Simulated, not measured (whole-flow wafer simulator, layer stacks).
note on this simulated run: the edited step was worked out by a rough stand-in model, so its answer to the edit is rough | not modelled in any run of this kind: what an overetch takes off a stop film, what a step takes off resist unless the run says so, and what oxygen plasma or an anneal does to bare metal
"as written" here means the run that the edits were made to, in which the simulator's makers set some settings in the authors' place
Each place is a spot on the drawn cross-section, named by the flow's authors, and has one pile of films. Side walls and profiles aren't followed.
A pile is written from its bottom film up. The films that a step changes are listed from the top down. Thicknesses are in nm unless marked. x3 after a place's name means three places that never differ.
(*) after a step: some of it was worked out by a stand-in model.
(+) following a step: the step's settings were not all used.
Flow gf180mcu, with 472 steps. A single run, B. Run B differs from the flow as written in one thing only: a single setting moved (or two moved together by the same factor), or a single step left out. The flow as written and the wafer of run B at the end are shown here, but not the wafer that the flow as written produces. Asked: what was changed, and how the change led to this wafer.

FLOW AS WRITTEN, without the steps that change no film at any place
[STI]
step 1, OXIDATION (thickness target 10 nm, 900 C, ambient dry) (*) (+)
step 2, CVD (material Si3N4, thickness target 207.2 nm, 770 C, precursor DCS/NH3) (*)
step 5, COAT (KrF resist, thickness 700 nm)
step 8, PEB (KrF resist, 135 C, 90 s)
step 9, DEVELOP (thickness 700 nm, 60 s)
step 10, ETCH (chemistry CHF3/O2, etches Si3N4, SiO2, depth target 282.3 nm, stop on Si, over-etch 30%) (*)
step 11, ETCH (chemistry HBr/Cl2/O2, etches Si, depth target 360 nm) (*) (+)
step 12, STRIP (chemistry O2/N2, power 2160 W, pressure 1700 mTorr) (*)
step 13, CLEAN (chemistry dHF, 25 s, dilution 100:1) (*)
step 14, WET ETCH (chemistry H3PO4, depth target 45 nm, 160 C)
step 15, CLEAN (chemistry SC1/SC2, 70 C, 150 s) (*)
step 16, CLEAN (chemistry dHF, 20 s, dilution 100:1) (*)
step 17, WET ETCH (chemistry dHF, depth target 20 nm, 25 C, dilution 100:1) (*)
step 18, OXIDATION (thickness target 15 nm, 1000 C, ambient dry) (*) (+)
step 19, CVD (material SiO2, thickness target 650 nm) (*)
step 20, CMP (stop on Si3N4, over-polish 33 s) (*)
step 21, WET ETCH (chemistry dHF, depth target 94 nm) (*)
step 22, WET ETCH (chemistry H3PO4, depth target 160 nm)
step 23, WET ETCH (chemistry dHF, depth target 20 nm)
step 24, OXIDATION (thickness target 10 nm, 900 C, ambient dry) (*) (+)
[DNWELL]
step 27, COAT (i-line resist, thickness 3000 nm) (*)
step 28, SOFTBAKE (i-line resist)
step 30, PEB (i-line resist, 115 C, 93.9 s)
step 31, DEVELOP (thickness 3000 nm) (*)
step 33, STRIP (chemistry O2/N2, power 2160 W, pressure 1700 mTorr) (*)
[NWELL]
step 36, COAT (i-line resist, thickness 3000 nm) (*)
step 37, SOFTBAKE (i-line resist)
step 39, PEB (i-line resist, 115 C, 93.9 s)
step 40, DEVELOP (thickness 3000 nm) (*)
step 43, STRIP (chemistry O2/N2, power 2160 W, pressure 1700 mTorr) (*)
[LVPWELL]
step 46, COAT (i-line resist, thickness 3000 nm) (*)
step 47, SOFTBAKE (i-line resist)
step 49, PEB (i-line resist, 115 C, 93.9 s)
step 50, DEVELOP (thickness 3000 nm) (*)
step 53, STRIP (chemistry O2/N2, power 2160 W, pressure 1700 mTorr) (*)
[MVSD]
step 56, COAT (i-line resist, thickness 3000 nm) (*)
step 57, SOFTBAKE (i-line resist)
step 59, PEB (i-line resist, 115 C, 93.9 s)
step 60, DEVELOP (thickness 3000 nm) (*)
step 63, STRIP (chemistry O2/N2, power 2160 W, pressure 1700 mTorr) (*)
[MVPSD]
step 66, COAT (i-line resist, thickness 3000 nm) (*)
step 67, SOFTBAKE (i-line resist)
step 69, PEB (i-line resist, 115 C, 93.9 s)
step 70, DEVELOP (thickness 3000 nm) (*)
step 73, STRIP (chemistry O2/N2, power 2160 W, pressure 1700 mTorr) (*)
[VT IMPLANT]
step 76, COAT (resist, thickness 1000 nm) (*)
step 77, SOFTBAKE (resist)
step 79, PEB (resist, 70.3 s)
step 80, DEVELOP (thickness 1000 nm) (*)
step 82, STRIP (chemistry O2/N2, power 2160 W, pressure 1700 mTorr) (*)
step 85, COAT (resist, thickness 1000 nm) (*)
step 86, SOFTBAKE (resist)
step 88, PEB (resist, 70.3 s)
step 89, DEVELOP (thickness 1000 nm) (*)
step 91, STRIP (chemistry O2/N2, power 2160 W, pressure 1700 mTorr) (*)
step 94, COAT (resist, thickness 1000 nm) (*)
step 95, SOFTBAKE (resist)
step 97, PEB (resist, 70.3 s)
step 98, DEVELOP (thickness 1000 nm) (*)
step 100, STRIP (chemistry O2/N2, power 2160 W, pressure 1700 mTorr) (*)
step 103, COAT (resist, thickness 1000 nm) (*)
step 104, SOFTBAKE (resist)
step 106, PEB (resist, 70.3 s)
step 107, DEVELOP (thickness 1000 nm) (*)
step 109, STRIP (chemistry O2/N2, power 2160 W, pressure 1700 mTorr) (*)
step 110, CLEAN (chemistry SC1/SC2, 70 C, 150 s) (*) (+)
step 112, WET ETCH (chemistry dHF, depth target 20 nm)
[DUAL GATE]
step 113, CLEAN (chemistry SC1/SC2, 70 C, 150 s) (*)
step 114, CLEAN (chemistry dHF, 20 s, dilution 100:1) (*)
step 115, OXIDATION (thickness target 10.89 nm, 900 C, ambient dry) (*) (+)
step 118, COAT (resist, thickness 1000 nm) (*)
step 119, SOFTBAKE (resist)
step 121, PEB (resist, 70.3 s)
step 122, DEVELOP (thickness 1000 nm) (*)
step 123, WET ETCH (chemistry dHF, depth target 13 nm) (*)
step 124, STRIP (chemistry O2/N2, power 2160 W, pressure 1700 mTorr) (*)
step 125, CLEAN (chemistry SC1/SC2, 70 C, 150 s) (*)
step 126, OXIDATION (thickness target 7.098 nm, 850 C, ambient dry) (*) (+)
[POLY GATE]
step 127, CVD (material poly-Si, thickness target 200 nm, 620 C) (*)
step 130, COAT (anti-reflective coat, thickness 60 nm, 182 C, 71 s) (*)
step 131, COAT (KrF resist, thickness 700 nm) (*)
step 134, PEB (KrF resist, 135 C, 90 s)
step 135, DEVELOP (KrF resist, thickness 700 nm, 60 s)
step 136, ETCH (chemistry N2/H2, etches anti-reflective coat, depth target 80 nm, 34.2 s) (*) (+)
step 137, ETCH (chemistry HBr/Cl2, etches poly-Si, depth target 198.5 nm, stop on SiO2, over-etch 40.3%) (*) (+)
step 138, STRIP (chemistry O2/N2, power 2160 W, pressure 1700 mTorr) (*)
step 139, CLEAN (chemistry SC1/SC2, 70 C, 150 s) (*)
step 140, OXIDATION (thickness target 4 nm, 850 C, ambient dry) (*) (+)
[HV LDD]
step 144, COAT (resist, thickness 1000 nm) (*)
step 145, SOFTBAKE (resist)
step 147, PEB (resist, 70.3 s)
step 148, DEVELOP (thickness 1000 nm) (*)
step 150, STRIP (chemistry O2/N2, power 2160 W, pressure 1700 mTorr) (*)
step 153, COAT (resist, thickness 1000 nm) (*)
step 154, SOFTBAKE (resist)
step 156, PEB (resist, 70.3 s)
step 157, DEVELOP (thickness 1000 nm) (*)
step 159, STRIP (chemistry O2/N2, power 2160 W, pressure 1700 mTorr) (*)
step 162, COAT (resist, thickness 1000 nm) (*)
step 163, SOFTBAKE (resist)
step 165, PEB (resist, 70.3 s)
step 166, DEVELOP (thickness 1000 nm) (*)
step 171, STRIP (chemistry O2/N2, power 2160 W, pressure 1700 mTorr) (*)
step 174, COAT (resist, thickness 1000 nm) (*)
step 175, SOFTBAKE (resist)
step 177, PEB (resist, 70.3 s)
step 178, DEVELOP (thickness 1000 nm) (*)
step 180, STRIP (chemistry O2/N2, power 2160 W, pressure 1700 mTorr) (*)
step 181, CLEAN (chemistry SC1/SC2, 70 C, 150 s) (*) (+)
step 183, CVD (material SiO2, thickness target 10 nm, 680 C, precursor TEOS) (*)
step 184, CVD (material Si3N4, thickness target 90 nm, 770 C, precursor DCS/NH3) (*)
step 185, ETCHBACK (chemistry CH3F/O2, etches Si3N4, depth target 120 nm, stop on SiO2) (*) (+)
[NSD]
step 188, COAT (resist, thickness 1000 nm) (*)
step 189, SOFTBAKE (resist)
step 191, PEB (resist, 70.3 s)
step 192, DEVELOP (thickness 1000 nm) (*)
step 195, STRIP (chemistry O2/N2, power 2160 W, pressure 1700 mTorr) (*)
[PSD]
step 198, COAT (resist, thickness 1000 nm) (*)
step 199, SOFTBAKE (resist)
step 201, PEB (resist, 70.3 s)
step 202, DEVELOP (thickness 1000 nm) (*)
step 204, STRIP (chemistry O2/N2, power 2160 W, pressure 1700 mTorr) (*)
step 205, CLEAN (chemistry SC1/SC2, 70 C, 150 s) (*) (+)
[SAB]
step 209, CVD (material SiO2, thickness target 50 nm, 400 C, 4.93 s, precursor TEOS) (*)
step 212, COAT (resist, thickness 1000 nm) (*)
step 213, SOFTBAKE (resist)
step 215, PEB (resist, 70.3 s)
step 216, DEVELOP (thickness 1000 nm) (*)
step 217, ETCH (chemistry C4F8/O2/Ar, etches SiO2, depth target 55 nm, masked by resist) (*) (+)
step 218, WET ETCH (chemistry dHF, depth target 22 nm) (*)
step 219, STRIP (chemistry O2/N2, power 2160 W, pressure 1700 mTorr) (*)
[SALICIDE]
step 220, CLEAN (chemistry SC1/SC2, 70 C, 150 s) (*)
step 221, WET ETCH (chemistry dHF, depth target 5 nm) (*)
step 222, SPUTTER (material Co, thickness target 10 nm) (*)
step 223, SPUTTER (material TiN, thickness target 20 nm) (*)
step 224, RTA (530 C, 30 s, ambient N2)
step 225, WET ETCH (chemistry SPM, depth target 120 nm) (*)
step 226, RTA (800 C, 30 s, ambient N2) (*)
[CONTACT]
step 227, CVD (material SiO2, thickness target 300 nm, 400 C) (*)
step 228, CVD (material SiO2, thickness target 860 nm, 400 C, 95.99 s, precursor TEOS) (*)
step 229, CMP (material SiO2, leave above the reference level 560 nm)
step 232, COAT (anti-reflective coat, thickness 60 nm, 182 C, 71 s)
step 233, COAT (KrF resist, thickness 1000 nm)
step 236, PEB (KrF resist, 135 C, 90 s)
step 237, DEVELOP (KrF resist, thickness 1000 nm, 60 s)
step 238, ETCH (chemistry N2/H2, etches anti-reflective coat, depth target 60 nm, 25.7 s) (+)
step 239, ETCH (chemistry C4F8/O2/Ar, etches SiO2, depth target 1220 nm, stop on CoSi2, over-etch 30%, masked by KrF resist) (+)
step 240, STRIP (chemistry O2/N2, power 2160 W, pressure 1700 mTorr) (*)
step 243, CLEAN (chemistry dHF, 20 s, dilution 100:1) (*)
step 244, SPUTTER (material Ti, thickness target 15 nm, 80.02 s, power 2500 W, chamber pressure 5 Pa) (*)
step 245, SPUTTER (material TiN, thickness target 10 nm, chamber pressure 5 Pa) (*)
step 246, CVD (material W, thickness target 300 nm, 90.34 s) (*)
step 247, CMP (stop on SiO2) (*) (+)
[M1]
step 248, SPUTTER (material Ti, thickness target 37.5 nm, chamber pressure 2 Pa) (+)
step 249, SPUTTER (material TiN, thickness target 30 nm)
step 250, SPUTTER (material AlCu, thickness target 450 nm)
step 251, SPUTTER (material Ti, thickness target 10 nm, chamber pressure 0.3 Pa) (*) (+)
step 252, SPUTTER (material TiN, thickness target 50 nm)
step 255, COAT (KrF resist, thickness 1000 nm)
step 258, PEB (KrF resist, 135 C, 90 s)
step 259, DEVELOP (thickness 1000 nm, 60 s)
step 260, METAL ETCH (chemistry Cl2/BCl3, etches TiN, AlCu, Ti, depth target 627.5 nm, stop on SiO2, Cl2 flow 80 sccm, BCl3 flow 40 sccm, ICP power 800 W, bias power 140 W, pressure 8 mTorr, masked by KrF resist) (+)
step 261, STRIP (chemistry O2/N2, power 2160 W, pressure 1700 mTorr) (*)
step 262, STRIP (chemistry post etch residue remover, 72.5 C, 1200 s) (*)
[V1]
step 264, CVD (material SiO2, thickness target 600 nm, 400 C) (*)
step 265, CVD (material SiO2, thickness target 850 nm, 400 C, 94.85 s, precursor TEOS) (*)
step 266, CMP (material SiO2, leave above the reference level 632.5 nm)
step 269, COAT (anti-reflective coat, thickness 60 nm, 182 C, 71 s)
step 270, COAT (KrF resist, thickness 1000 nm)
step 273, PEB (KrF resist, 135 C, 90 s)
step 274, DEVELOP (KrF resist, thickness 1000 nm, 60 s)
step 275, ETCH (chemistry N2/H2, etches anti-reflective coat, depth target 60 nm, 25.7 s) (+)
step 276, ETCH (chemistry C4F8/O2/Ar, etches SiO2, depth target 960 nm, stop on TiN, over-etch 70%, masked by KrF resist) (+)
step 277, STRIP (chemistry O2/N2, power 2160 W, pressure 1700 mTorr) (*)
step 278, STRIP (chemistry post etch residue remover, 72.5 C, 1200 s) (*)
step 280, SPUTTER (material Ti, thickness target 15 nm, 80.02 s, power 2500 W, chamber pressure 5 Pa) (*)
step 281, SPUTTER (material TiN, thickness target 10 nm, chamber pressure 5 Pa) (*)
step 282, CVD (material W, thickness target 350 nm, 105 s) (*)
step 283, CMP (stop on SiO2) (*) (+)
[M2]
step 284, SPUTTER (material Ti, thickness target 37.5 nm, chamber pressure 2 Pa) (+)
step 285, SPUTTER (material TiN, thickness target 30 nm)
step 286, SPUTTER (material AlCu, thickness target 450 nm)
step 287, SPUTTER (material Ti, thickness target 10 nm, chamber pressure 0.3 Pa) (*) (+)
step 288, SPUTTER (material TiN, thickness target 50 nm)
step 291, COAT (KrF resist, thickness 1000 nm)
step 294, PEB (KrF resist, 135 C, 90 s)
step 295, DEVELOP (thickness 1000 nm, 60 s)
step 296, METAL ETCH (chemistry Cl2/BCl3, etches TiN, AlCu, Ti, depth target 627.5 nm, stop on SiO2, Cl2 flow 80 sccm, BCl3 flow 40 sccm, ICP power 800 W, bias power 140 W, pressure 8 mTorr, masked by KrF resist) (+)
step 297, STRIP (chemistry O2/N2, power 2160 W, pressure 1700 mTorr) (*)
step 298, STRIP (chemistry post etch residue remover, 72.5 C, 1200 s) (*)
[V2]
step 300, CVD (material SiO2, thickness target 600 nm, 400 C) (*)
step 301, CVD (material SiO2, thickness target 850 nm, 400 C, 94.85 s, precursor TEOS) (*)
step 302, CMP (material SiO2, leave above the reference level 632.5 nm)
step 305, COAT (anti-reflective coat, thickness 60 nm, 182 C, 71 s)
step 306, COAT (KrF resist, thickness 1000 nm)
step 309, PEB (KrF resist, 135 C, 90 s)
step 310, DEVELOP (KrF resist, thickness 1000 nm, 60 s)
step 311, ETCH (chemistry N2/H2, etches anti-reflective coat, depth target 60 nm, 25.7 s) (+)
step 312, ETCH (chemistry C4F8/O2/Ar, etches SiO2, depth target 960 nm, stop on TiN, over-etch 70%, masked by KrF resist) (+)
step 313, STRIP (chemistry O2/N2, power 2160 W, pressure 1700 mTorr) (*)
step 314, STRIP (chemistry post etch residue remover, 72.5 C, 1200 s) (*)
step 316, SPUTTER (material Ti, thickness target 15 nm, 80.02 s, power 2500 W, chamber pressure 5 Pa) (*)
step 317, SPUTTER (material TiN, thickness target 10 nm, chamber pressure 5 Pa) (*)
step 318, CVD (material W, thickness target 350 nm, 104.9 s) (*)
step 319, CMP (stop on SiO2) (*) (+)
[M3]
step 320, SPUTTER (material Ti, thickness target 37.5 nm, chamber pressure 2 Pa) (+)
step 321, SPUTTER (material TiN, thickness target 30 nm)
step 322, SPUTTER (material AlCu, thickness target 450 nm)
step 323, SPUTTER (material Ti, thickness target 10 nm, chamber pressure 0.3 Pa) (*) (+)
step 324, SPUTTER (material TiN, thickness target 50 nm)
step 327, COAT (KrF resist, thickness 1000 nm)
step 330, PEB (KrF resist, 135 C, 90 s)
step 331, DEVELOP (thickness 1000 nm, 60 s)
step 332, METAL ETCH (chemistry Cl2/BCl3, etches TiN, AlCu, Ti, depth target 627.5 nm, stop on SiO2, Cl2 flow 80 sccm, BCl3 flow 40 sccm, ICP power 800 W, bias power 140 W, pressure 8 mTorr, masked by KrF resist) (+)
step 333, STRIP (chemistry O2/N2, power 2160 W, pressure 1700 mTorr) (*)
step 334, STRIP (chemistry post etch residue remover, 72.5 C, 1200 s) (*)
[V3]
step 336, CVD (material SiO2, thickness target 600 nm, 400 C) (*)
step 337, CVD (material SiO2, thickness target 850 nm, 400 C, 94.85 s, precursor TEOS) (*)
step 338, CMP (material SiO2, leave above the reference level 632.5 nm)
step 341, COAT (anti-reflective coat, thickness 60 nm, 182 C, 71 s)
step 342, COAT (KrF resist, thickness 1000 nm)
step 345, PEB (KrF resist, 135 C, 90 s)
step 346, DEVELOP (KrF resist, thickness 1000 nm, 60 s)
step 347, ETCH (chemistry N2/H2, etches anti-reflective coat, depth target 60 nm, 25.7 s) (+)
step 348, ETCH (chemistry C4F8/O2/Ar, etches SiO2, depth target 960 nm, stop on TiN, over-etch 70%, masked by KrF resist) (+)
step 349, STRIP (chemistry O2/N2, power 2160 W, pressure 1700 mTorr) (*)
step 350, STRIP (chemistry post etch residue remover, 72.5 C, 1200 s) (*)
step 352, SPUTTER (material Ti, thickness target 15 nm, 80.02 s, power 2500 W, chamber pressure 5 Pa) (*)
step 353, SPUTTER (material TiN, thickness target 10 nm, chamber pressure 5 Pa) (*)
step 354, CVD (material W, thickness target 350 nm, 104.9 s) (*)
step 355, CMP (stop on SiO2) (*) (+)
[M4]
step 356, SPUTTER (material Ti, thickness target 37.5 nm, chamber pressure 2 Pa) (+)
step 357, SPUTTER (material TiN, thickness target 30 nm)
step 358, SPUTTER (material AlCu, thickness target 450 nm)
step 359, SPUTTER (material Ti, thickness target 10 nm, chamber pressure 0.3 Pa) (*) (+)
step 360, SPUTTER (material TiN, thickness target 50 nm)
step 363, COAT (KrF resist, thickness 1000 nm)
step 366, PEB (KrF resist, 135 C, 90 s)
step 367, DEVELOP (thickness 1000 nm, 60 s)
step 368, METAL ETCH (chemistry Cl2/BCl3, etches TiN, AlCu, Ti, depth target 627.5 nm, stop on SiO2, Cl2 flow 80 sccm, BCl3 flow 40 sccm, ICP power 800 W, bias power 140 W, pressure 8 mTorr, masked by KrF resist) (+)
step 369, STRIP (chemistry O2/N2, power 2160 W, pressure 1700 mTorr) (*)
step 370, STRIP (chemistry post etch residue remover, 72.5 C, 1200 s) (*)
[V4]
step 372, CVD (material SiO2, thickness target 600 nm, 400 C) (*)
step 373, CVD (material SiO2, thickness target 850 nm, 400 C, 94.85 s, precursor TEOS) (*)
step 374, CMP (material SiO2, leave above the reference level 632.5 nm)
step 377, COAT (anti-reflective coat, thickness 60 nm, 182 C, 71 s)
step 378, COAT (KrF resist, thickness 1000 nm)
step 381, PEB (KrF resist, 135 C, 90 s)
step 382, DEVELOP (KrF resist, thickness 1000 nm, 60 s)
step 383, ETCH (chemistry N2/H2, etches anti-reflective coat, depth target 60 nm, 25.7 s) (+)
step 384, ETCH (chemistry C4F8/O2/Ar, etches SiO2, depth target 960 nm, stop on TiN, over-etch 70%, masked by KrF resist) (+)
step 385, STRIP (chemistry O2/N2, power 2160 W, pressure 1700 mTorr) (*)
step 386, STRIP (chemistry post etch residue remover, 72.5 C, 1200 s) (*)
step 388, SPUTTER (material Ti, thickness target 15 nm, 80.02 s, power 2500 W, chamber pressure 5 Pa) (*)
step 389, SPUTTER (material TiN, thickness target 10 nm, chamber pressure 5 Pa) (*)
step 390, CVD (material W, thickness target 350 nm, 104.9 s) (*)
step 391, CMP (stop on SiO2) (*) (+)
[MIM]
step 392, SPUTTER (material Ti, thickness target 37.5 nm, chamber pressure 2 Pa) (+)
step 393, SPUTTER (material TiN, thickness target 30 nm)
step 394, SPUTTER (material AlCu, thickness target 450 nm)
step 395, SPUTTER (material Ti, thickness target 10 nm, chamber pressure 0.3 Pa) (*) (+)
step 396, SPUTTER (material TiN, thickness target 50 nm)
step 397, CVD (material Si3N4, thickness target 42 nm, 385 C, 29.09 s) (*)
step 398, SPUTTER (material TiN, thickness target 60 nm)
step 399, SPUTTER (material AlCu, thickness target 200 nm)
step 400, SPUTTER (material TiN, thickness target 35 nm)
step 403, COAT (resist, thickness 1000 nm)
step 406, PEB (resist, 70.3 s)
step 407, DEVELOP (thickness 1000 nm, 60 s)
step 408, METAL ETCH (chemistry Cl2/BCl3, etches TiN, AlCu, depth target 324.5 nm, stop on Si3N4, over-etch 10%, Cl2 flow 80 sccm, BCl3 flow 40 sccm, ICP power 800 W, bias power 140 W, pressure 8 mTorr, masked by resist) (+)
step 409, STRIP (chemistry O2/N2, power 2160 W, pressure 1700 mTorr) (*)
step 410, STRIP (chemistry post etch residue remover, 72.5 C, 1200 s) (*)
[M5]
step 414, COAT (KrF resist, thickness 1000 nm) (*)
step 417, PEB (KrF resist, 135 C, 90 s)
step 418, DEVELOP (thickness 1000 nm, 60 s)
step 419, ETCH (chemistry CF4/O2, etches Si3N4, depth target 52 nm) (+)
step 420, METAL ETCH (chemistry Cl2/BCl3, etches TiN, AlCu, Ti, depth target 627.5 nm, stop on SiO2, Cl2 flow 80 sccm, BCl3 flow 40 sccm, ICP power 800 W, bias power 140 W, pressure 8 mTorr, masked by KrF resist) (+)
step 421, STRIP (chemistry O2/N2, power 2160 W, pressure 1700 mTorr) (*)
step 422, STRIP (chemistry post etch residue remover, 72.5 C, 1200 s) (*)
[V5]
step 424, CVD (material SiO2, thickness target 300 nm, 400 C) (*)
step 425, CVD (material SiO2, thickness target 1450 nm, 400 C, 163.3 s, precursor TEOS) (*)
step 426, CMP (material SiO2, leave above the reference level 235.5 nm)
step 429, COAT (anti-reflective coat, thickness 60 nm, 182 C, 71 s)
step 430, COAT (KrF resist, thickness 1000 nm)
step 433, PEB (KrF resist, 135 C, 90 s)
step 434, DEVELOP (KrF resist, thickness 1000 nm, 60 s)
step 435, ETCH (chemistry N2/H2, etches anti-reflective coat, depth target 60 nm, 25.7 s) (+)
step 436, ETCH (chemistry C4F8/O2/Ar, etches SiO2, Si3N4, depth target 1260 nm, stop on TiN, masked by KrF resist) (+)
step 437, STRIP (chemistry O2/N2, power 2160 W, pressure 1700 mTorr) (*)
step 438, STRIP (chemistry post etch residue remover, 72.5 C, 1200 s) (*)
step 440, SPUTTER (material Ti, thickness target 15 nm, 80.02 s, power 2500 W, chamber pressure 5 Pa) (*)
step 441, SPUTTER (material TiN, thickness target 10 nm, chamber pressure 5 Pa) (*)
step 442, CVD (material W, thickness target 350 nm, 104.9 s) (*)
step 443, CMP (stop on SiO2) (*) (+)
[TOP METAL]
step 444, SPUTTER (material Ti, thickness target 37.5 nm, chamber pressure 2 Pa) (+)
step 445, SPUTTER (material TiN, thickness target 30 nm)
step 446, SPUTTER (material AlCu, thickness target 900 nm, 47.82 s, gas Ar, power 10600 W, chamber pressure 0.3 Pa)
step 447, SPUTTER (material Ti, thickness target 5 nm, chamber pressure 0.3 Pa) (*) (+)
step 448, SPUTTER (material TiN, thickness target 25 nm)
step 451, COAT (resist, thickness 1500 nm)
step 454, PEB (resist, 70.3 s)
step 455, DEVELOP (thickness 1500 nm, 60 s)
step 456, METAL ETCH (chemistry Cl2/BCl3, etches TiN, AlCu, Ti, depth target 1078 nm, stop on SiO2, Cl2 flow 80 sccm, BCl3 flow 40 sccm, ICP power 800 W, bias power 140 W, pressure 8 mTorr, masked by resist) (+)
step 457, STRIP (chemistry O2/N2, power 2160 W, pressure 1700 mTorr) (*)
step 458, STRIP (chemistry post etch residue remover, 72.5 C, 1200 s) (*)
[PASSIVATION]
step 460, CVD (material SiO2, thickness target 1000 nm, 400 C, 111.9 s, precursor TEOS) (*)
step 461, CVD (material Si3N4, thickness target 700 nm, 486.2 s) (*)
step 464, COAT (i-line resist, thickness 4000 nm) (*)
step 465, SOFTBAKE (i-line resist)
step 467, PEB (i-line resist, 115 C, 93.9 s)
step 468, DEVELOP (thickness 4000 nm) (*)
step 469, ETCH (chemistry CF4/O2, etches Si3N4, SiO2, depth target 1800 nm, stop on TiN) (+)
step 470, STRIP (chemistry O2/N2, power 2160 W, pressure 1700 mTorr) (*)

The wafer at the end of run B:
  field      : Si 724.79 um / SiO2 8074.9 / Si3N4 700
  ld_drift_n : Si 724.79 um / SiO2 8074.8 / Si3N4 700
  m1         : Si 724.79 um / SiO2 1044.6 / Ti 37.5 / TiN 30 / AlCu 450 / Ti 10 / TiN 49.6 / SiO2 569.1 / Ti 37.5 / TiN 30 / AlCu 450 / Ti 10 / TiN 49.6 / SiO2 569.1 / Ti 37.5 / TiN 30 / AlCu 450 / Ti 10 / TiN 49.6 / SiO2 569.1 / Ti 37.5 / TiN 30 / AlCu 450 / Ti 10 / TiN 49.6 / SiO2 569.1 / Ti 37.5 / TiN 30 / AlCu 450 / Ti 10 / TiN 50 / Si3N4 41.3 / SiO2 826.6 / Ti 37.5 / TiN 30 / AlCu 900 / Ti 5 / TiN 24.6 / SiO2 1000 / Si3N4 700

The reason: step 11, ETCH: depth target 207 nm was run, while the flow as written has depth target 360 nm.

Step by step, how the change led to this:
  step 11, ETCH (chemistry HBr/Cl2/O2, etches Si, depth target 360 nm) (*) (+)
      active, n_well, p_well and 40 more: KrF resist loses 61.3 (as written it would have been: KrF resist loses 112.3)
      field, field_sub, sti and 34 more: Si loses 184 (as written it would have been: Si loses 337)
  step 12, STRIP (chemistry O2/N2, power 2160 W, pressure 1700 mTorr) (*)
      active, n_well, p_well and 40 more: KrF resist loses 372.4 (all of it) (as written it would have been: KrF resist loses 321.4 (all of it))
  step 19, CVD (material SiO2, thickness target 650 nm) (*)
      m1, ld_fp_n, ld_drift_n and 8 more: SiO2 gains 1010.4 (as written it would have been: SiO2 gains 1163.4)
  step 20, CMP (stop on Si3N4, over-polish 33 s) (*)
      sti, mim_1p0, pad and 11 more: SiO2 loses 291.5 (as written it would have been: SiO2 loses 138.5)
      nw_enc_fld, nw_enc_fld_lv: SiO2 loses 295.5 (as written it would have been: SiO2 loses 142.5)
      (and at 10 other places as well)
  step 115, OXIDATION (thickness target 10.89 nm, 900 C, ambient dry) (*) (+)
      sti, mim_1p0, pad and 19 more: SiO2 gains 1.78, Si loses 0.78 (as written it would have been: SiO2 gains 1.22, Si loses 0.54)
      field, field__w1, field__w2, field__w3, field__w6, field__w12: SiO2 gains 1.84, Si loses 0.81 (as written it would have been: SiO2 gains 1.25, Si loses 0.55)
      (and at 21 other places as well)
  step 189, SOFTBAKE (resist)
      field__w9: resist loses 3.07 (as written it would have been: resist gains 6.92)
      active_hv: resist loses 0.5 (as written it would have been: resist gains 2.68)
      (and at 1 other place as well)
  step 199, SOFTBAKE (resist)
      field__w9: resist loses 3.07 (as written it would have been: resist gains 6.92)
      active_hv: resist loses 0.5 (as written it would have been: resist gains 2.68)
      (and at 1 other place as well)
